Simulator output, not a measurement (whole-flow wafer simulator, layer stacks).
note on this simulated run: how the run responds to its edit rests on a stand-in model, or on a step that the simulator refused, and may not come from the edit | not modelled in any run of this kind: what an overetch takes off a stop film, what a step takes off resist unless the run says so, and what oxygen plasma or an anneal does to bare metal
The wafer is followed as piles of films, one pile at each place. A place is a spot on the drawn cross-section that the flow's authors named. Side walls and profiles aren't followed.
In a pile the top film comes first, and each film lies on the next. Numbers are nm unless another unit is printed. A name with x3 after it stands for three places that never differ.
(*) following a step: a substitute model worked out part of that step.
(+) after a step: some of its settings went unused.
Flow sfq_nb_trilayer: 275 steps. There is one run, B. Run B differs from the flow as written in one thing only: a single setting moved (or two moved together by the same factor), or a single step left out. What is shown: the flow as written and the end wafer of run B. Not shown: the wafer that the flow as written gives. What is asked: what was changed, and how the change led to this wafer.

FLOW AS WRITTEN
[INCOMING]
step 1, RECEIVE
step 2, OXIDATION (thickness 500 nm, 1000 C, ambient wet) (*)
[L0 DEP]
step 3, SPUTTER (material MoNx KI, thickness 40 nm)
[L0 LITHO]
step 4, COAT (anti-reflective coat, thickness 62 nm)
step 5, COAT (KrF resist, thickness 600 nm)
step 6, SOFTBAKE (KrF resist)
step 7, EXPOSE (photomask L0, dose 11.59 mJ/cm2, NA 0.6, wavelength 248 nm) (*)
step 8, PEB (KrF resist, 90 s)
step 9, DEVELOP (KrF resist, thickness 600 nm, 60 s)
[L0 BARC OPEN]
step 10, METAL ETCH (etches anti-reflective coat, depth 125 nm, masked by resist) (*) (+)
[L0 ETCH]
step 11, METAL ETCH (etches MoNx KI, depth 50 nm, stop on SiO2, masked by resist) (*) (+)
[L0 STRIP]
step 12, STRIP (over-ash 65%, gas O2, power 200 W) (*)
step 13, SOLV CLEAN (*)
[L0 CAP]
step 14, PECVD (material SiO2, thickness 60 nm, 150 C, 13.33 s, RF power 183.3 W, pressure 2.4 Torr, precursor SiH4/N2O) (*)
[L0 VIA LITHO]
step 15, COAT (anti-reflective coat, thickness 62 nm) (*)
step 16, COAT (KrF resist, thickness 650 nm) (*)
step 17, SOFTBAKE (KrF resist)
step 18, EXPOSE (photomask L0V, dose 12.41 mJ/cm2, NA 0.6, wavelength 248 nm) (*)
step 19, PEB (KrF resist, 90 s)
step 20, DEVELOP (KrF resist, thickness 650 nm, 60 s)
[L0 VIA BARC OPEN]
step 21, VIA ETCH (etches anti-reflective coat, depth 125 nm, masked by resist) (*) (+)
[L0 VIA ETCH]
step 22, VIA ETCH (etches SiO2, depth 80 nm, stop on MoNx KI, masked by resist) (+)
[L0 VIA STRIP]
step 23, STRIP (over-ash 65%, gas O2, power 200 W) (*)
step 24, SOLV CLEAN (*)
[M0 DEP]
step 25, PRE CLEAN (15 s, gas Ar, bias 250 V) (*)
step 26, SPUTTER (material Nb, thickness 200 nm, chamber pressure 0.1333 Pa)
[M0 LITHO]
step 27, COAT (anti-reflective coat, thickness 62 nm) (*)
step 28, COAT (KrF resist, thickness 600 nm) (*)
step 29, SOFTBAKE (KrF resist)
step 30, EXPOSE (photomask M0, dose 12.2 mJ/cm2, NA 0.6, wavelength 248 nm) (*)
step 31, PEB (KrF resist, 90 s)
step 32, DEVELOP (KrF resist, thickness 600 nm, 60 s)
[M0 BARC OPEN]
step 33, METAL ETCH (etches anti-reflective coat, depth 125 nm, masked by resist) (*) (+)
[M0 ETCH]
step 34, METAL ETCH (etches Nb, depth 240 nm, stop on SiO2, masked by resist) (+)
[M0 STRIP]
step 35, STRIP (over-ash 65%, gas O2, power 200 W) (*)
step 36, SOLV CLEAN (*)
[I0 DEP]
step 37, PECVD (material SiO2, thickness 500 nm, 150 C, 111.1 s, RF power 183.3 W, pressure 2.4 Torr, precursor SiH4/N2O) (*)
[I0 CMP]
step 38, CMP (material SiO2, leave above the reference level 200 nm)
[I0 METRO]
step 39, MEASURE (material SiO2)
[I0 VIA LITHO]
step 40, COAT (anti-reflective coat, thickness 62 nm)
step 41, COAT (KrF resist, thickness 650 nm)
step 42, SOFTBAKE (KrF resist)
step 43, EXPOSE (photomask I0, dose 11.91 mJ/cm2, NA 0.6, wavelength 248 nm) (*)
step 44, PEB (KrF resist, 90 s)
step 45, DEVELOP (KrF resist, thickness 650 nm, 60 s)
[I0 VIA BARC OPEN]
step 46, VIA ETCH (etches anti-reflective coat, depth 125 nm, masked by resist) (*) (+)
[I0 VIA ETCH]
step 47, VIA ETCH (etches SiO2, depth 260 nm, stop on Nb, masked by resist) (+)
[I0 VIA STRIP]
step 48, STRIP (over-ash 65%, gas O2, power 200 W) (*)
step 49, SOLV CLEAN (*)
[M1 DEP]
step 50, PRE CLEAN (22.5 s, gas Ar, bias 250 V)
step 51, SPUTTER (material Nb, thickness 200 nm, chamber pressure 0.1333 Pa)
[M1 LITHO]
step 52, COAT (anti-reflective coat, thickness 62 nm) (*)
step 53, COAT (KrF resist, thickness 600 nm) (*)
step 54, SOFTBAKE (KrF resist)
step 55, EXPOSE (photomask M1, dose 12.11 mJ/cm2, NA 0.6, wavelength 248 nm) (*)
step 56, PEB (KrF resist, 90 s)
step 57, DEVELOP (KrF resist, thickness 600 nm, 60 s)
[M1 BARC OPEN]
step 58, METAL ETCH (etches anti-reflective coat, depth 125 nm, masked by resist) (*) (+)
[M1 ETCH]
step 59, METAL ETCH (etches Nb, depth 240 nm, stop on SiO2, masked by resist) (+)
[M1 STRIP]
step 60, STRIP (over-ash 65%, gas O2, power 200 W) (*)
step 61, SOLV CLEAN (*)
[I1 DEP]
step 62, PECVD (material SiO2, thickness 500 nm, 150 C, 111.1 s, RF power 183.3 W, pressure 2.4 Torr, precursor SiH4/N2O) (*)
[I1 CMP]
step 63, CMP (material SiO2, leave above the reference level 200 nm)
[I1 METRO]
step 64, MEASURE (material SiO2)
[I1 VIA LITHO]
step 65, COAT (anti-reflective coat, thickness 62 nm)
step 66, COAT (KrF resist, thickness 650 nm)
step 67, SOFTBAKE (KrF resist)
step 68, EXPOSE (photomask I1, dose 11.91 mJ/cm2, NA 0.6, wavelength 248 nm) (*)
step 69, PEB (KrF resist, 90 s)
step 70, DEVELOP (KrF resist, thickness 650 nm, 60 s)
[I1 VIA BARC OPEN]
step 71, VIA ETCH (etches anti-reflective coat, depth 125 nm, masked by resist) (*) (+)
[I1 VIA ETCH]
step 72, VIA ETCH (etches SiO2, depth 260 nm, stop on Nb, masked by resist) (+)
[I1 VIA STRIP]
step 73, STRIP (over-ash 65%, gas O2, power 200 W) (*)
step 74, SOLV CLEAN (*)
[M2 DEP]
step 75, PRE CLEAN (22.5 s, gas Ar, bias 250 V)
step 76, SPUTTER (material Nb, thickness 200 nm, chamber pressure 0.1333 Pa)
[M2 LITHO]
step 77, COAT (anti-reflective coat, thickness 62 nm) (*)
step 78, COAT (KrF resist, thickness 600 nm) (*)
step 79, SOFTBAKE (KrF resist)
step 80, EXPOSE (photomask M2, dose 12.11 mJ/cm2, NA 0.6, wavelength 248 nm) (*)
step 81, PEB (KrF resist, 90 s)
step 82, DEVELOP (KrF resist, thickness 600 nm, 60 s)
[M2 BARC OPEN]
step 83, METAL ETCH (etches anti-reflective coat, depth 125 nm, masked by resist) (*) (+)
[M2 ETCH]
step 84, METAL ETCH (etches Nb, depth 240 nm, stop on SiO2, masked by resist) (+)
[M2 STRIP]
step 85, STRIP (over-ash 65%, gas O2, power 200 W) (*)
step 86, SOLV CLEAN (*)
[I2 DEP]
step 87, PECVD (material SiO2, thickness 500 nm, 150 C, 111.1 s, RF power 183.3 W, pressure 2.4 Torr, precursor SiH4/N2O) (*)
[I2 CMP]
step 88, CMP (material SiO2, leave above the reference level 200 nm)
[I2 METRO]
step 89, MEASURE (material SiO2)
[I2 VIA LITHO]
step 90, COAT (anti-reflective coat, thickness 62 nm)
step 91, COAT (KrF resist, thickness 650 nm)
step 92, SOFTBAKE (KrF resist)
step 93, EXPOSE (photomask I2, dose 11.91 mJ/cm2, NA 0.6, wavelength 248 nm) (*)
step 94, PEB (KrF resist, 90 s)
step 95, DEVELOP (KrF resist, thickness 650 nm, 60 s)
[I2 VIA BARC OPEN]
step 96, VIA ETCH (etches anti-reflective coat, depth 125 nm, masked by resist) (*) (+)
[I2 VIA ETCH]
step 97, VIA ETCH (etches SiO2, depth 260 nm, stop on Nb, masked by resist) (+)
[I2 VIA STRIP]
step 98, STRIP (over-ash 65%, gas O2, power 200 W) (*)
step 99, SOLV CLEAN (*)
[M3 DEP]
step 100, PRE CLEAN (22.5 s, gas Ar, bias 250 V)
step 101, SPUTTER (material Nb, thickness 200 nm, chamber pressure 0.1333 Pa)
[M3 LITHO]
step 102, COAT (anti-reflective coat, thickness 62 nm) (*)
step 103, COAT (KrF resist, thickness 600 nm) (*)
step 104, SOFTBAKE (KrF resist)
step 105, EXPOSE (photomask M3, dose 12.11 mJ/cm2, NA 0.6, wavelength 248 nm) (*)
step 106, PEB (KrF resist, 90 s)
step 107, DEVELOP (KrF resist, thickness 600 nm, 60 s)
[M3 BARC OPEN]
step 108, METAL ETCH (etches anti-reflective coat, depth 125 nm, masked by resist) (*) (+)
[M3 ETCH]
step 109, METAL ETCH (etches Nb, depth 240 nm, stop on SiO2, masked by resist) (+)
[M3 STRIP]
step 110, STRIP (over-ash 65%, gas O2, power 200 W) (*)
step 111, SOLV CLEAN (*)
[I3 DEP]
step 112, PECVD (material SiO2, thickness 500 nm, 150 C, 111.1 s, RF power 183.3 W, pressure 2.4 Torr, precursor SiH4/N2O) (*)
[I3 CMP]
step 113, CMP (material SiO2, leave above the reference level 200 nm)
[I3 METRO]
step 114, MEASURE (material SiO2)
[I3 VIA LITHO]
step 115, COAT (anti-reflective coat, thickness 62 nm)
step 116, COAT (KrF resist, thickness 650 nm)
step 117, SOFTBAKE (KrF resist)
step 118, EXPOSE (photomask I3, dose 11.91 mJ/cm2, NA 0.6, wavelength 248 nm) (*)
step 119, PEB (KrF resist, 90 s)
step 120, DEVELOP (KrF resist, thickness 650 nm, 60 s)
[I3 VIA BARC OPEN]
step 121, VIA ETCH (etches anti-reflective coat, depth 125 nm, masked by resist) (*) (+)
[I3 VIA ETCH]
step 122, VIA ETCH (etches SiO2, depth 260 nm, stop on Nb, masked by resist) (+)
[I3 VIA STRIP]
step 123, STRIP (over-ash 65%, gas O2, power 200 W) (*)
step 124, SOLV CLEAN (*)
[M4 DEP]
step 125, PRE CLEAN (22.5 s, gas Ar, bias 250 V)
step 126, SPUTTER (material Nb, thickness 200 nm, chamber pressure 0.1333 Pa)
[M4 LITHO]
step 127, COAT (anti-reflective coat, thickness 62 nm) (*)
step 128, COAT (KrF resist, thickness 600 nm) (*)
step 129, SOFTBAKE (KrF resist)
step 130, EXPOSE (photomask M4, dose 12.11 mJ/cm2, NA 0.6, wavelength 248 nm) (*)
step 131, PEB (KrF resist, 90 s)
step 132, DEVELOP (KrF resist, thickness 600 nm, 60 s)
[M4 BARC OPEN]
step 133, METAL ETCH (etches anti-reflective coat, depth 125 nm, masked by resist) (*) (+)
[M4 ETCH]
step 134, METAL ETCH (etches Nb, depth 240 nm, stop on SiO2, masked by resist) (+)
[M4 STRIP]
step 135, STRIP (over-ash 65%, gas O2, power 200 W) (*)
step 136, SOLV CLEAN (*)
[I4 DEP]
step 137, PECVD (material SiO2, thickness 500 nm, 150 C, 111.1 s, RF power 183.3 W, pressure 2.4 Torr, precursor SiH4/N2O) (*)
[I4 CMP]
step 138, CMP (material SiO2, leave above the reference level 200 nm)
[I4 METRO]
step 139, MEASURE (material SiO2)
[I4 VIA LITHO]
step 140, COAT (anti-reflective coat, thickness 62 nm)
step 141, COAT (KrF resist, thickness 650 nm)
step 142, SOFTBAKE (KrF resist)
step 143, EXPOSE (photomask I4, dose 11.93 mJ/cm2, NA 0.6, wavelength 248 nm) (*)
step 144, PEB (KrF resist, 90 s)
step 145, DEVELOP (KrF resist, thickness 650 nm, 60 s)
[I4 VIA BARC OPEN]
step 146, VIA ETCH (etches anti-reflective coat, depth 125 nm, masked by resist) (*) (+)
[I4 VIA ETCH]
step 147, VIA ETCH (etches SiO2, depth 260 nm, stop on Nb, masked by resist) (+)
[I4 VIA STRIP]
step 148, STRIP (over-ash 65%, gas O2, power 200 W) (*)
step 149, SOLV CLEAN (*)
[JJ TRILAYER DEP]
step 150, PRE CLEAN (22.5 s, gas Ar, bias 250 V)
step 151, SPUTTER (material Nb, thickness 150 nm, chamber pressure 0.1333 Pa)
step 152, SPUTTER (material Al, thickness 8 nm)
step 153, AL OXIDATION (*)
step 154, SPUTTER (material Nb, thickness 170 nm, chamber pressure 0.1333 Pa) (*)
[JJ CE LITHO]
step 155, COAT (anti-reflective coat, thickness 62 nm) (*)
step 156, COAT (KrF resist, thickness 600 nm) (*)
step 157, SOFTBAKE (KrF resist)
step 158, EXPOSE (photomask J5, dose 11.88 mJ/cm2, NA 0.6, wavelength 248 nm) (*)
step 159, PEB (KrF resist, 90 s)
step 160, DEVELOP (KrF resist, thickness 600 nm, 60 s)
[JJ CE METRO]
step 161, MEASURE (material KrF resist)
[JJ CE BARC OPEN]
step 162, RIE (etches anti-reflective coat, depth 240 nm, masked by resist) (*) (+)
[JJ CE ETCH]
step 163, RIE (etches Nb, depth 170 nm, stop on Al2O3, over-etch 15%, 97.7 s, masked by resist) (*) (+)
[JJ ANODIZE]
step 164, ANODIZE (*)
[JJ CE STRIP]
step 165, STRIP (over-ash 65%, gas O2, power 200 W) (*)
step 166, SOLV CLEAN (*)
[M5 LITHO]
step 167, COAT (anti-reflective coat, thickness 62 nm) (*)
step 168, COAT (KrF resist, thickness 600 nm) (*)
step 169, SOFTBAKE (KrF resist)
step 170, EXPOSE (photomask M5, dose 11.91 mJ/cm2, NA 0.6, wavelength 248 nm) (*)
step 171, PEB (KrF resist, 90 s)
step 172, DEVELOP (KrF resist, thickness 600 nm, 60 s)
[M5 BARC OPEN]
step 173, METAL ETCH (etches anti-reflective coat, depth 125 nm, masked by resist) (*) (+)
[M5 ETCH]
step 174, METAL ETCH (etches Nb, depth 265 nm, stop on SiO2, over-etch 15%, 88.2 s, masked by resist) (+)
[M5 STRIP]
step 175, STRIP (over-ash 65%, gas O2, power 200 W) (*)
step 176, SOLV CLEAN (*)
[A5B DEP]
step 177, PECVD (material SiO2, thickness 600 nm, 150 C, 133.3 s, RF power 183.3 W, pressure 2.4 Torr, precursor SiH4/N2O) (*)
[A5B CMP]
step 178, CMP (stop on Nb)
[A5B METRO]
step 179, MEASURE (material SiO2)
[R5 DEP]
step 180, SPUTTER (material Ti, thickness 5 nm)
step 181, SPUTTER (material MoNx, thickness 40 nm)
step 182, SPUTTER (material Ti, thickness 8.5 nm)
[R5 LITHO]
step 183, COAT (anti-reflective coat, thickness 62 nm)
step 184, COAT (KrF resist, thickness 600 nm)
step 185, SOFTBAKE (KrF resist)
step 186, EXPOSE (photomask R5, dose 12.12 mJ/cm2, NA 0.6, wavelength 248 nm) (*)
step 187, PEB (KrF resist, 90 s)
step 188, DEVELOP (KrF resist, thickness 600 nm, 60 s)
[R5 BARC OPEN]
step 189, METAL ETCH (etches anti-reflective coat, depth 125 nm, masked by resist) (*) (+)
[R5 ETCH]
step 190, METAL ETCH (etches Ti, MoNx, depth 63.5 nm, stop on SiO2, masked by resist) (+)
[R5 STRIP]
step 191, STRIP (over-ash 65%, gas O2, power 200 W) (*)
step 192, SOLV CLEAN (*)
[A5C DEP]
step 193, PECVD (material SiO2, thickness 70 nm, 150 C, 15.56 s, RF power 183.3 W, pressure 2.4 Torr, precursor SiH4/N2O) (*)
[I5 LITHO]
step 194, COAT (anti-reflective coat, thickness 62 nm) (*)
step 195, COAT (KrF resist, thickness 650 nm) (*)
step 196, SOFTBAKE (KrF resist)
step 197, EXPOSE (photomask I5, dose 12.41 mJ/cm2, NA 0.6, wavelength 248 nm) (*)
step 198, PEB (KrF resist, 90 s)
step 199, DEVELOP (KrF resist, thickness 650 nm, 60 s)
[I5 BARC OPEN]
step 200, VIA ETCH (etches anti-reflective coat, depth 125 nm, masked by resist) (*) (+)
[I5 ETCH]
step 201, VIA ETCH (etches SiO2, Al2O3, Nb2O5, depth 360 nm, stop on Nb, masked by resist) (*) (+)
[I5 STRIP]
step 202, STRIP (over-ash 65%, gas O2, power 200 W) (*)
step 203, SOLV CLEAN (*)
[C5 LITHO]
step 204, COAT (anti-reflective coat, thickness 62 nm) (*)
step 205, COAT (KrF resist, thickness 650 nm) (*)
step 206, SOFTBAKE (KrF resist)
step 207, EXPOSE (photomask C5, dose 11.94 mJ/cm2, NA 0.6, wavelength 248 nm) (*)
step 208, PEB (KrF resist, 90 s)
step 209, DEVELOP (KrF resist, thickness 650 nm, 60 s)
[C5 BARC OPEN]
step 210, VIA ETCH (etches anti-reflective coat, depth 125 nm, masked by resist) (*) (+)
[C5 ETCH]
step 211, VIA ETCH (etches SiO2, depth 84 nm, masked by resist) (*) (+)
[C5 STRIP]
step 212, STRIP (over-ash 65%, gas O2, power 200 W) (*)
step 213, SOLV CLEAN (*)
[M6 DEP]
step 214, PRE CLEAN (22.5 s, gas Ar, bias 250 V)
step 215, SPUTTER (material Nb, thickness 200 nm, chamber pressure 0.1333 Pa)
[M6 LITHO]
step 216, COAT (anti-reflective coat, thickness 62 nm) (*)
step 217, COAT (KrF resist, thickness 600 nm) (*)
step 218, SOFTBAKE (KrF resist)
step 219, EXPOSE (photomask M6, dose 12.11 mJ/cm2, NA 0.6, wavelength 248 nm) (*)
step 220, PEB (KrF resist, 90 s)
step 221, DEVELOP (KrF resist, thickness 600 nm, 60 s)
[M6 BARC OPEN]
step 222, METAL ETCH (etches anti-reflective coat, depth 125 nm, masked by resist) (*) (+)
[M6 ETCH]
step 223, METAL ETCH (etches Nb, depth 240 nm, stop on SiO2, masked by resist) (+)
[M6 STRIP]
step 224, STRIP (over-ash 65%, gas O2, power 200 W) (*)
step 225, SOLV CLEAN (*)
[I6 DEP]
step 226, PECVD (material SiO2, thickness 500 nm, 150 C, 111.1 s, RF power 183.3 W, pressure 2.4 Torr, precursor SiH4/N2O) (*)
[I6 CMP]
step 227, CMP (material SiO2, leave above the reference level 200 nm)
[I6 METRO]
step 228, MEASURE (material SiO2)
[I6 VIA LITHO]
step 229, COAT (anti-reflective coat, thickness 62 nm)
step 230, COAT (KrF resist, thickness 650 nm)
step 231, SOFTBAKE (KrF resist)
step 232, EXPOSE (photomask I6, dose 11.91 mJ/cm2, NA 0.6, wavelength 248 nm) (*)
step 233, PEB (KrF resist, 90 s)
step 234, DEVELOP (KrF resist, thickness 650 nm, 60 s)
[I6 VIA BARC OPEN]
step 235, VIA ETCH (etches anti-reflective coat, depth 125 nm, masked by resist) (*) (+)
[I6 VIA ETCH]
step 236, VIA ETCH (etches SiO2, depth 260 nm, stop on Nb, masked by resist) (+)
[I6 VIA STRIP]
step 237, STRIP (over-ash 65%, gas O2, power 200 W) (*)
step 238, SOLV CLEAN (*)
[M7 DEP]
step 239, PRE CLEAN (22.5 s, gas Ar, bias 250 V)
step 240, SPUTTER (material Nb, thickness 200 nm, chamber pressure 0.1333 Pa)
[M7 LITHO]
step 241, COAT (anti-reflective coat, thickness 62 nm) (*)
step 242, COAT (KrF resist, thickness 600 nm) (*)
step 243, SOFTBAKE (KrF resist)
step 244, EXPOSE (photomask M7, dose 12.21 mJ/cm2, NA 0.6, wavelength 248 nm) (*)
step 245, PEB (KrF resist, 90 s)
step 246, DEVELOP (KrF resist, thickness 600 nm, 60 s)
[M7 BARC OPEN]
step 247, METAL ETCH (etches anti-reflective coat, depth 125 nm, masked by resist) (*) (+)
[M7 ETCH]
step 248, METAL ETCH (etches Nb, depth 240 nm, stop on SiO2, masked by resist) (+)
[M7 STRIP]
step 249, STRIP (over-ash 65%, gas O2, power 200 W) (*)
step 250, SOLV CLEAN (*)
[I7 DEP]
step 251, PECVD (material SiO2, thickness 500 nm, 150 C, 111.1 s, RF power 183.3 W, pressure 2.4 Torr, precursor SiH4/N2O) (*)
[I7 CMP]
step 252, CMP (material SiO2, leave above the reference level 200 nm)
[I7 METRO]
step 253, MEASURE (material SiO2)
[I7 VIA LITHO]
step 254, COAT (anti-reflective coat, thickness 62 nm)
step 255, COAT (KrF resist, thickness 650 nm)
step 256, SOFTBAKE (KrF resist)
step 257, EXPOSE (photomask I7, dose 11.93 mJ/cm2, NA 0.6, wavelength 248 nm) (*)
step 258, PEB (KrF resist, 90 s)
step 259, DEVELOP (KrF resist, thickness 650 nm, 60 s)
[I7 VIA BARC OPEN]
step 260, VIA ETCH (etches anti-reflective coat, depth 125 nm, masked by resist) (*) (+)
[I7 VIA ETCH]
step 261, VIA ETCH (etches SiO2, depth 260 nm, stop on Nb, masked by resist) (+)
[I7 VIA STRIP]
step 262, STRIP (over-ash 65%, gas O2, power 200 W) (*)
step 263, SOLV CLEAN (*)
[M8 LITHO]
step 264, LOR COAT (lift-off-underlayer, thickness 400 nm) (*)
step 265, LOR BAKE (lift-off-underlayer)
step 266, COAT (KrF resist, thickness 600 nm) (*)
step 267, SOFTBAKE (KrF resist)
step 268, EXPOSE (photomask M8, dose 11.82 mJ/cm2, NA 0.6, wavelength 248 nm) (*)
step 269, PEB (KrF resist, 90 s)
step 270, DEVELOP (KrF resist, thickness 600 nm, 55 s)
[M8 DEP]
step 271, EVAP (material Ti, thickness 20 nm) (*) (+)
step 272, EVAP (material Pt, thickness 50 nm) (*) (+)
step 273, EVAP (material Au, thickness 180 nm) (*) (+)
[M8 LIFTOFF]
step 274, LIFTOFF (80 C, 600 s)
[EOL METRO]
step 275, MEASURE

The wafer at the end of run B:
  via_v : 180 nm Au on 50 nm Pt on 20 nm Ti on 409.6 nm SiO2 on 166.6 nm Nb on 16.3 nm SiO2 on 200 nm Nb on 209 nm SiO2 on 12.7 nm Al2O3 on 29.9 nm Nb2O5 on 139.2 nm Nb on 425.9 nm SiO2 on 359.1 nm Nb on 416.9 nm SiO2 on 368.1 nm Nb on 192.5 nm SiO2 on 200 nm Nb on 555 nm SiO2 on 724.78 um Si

What caused this: step 236, VIA ETCH: depth 176 nm was run, while the flow as written has depth 260 nm.

Step by step, how the change led to this:
  step 236, VIA ETCH (etches SiO2, depth 260 nm, stop on Nb, masked by resist) (+)
      via_v: -176 SiO2 (it would be, as written: -199.8 SiO2 (all of it))
      field_l, v_sur, via_wl and 102 more: -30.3 KrF resist (it would be, as written: -44.8 KrF resist)
  step 237, STRIP (over-ash 65%, gas O2, power 200 W) (*)
      field_l, v_sur, via_wl and 102 more: -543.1 KrF resist (all of it), -62 anti-reflective coat (all of it) (it would be, as written: -528.6 KrF resist (all of it), -62 anti-reflective coat (all of it))
  step 239, PRE CLEAN (22.5 s, gas Ar, bias 250 V)
      via_v: -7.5 SiO2 (it would be, as written: -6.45 Nb)
  step 240, SPUTTER (material Nb, thickness 200 nm, chamber pressure 0.1333 Pa)
      via_v: +166.6 Nb (new film) (it would be, as written: +161.1 Nb)
  step 241, COAT (anti-reflective coat, thickness 62 nm) (*)
      via_v: +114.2 anti-reflective coat (new film) (it would be, as written: +126 anti-reflective coat (new film))
      wire: +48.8 anti-reflective coat (new film) (it would be, as written: +50.3 anti-reflective coat (new film))
  step 249, STRIP (over-ash 65%, gas O2, power 200 W) (*)
      via_v: -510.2 KrF resist (all of it), -114.2 anti-reflective coat (all of it) (it would be, as written: -524.5 KrF resist (all of it), -126 anti-reflective coat (all of it))
      wire: -376.6 KrF resist (all of it), -48.8 anti-reflective coat (all of it) (it would be, as written: -374.1 KrF resist (all of it), -50.3 anti-reflective coat (all of it))
  step 251, PECVD (material SiO2, thickness 500 nm, 150 C, 111.1 s, RF power 183.3 W, pressure 2.4 Torr, precursor SiH4/N2O) (*)
      via_v: +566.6 SiO2 (new film) (it would be, as written: +621 SiO2 (new film))
  step 252, CMP (material SiO2, leave above the reference level 200 nm)
      via_v: -157.1 SiO2 (it would be, as written: -183.1 SiO2)
With metal films that touch counted as one body, via_v has 7 bodies (between them, from the top down: SiO2 409.6; SiO2 16.3; SiO2 209 / Al2O3 12.7 / Nb2O5 29.9; SiO2 425.9; SiO2 416.9; SiO2 192.5); the flow as written gives 6 bodies (between them, from the top down: SiO2 437.8; SiO2 209 / Al2O3 12.7 / Nb2O5 29.9; SiO2 425.9; SiO2 416.9; SiO2 192.5).
